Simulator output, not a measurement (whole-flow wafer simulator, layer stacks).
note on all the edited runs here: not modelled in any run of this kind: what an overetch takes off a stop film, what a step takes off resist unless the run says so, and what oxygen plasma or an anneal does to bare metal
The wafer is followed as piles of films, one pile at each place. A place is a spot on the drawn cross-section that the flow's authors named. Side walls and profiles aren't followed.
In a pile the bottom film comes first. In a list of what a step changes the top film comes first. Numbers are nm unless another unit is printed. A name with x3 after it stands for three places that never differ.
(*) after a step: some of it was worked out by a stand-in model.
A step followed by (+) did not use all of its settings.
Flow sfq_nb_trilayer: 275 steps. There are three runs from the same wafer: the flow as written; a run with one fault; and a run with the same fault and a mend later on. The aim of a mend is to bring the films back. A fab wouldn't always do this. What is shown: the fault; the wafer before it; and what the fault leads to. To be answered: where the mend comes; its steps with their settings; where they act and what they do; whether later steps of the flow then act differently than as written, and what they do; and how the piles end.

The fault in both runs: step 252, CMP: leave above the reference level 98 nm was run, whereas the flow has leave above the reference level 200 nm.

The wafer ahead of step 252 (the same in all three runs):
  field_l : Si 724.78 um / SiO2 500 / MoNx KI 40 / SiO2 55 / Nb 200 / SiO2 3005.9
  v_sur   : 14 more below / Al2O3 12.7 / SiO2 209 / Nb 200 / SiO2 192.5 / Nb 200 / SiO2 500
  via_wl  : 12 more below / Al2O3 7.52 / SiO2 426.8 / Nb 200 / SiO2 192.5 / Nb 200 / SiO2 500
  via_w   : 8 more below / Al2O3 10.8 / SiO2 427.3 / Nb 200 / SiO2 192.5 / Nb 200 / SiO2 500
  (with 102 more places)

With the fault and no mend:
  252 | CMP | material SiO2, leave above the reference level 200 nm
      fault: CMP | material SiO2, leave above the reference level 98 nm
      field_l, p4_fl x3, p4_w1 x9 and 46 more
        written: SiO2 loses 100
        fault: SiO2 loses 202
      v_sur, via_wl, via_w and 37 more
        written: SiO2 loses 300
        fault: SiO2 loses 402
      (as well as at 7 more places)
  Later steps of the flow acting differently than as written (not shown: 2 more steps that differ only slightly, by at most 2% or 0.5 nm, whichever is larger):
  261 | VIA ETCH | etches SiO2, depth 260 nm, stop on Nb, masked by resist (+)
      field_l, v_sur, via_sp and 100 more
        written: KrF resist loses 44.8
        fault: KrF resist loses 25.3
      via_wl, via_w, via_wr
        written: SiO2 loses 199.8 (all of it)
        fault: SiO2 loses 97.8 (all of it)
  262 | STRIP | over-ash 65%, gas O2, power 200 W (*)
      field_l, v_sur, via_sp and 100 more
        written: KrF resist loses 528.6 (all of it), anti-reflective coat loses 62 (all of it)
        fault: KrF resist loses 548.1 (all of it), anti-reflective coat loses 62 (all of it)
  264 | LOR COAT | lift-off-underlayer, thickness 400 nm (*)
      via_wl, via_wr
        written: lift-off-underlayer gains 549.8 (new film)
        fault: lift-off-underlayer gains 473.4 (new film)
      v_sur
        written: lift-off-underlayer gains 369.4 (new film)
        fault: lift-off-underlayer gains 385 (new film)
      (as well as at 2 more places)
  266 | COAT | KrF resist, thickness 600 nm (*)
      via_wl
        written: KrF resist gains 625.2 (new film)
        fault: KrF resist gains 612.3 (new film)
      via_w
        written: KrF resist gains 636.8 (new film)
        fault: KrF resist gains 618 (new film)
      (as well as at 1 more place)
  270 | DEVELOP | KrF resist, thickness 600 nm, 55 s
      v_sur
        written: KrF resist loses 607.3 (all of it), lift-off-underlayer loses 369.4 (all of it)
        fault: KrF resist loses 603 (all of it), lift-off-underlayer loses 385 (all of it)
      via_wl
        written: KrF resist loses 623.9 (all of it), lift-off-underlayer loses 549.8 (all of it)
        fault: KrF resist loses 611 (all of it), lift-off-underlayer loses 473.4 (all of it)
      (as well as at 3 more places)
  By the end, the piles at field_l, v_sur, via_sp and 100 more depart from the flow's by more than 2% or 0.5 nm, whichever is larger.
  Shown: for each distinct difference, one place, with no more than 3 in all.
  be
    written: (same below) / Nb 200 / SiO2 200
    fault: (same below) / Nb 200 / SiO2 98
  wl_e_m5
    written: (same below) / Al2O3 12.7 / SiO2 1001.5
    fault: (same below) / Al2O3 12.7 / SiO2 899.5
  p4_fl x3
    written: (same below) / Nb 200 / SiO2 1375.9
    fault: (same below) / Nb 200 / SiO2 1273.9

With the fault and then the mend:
  After step 259 comes the mend.
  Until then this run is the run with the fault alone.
  259a | STRIP | over-ash 65%, gas O2, power 200 W (*)
      field_l, v_sur, via_sp and 100 more
        KrF resist loses 625.1 (all of it), anti-reflective coat loses 62 (all of it)
      via_wl, via_w, via_wr
        anti-reflective coat loses 62 (all of it)
  259b | PECVD | material SiO2, thickness 102 nm, 150 C, 22.67 s, RF power 183.3 W, pressure 2.4 Torr, precursor SiH4/N2O (the flow's step 251 again, with other settings)
      field_l, v_sur, via_wl and 103 more
        SiO2 gains 102
  259c | COAT | anti-reflective coat, thickness 62 nm (the flow's step 254 again)
      field_l, v_sur, via_wl and 103 more
        anti-reflective coat gains 62 (new film)
  259d | COAT | KrF resist, thickness 650 nm (the flow's step 255 again)
      field_l, v_sur, via_wl and 103 more
        KrF resist gains 650 (new film)
  259e | SOFTBAKE | KrF resist (the flow's step 256 again)
      does not change any film at any place that is followed
  259f | EXPOSE | photomask I7, dose 11.93 mJ/cm2, NA 0.6, wavelength 248 nm (*) (the flow's step 257 again)
      does not change any film at any place that is followed
  259g | PEB | KrF resist, 90 s (the flow's step 258 again)
      field_l, v_sur, via_wl and 103 more
        KrF resist loses 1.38
  259h | DEVELOP | KrF resist, thickness 650 nm, 60 s (the flow's step 259 again)
      field_l, v_sur, via_sp and 100 more
        KrF resist loses 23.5
      via_wl, via_w, via_wr
        KrF resist loses 648.6 (all of it)
  Every later step of the flow that is run acts as written at every place that is followed.
  The piles end the same as the flow's at every place that both follow.
